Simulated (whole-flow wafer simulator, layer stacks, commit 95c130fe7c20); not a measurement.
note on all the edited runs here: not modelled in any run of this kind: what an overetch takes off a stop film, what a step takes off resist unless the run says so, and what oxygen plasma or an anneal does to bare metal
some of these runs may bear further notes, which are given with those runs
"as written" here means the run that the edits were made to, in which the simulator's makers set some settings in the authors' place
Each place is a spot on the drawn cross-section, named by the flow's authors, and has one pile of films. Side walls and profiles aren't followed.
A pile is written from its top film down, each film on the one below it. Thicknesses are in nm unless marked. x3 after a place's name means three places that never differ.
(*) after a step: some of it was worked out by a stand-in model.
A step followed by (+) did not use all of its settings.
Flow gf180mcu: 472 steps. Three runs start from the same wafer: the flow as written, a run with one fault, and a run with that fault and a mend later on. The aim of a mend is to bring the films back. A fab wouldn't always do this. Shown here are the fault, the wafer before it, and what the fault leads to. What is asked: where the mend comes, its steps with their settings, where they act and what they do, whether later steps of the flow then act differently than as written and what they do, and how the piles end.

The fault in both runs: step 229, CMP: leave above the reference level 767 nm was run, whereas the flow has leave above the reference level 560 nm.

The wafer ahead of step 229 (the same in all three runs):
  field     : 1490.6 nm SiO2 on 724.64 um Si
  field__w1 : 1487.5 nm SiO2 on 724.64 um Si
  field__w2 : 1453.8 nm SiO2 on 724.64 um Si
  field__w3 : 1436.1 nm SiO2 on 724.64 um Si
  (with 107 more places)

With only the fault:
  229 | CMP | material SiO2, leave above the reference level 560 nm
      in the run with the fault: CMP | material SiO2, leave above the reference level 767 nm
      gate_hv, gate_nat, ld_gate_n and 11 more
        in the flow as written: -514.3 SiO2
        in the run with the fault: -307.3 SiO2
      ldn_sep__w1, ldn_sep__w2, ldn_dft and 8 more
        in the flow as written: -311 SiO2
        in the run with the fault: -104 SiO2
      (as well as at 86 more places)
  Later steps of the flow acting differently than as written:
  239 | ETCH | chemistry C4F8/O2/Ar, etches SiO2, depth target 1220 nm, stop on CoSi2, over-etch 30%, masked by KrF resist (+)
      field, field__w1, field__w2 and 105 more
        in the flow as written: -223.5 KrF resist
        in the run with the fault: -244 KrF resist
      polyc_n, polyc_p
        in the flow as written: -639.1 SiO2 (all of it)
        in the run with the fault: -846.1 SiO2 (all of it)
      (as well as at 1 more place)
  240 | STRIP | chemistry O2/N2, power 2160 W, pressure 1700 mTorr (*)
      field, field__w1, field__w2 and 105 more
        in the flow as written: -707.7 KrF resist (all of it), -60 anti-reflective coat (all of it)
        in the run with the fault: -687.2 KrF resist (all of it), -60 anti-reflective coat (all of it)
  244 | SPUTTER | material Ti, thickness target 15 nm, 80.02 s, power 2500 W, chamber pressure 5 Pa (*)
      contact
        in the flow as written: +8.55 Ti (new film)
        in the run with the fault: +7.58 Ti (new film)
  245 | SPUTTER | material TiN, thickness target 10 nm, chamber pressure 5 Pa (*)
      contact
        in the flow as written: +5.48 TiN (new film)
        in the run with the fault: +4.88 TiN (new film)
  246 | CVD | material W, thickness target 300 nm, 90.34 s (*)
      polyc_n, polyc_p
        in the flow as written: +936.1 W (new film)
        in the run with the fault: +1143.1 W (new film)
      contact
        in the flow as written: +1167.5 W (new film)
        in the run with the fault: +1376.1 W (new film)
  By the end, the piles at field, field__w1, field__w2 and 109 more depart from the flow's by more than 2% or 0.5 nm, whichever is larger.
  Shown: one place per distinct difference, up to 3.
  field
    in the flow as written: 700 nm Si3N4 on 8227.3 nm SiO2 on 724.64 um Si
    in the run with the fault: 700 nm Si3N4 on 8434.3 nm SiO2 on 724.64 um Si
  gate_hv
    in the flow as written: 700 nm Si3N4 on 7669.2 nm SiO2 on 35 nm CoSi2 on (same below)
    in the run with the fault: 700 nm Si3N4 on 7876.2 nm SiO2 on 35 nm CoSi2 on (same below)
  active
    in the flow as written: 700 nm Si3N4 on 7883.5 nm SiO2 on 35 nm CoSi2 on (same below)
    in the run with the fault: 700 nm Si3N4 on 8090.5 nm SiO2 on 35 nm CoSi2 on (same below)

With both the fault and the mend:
  The mend follows step 237.
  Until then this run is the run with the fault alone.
  237a | STRIP | chemistry O2/N2, power 2160 W, pressure 1700 mTorr (*)
      field, field__w1, field__w2 and 105 more
        -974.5 KrF resist (all of it), -60 anti-reflective coat (all of it)
      contact, polyc_n, polyc_p
        -60 anti-reflective coat (all of it)
  237b | CMP | material SiO2, leave above the reference level 560 nm (the flow's step 229 again)
      field, field__w1, field__w2 and 108 more
        -207 SiO2
  237c | HMDS | 120 C, 60 s (the flow's step 231 again)
      leaves every film unchanged at each place that is followed
  237d | COAT | anti-reflective coat, thickness 60 nm, 182 C, 71 s (the flow's step 232 again)
      field, field__w1, field__w2 and 108 more
        +60 anti-reflective coat (new film)
  237e | COAT | KrF resist, thickness 1000 nm (the flow's step 233 again)
      field, field__w1, field__w2 and 108 more
        +1000 KrF resist (new film)
  237f | SOFTBAKE | KrF resist (the flow's step 234 again)
      leaves every film unchanged at each place that is followed
  237g | EXPOSE | photomask Contact (the flow's step 235 again)
      leaves every film unchanged at each place that is followed
  237h | PEB | KrF resist, 135 C, 90 s (the flow's step 236 again)
      field, field__w1, field__w2 and 108 more
        -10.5 KrF resist
  237i | DEVELOP | KrF resist, thickness 1000 nm, 60 s (the flow's step 237 again)
      field, field__w1, field__w2 and 105 more
        -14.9 KrF resist
      contact, polyc_n, polyc_p
        -989.5 KrF resist (all of it)
  None of the later steps of the flow acts differently than as written at any place that is followed.
  The piles end the same as the flow's at every place that both follow.
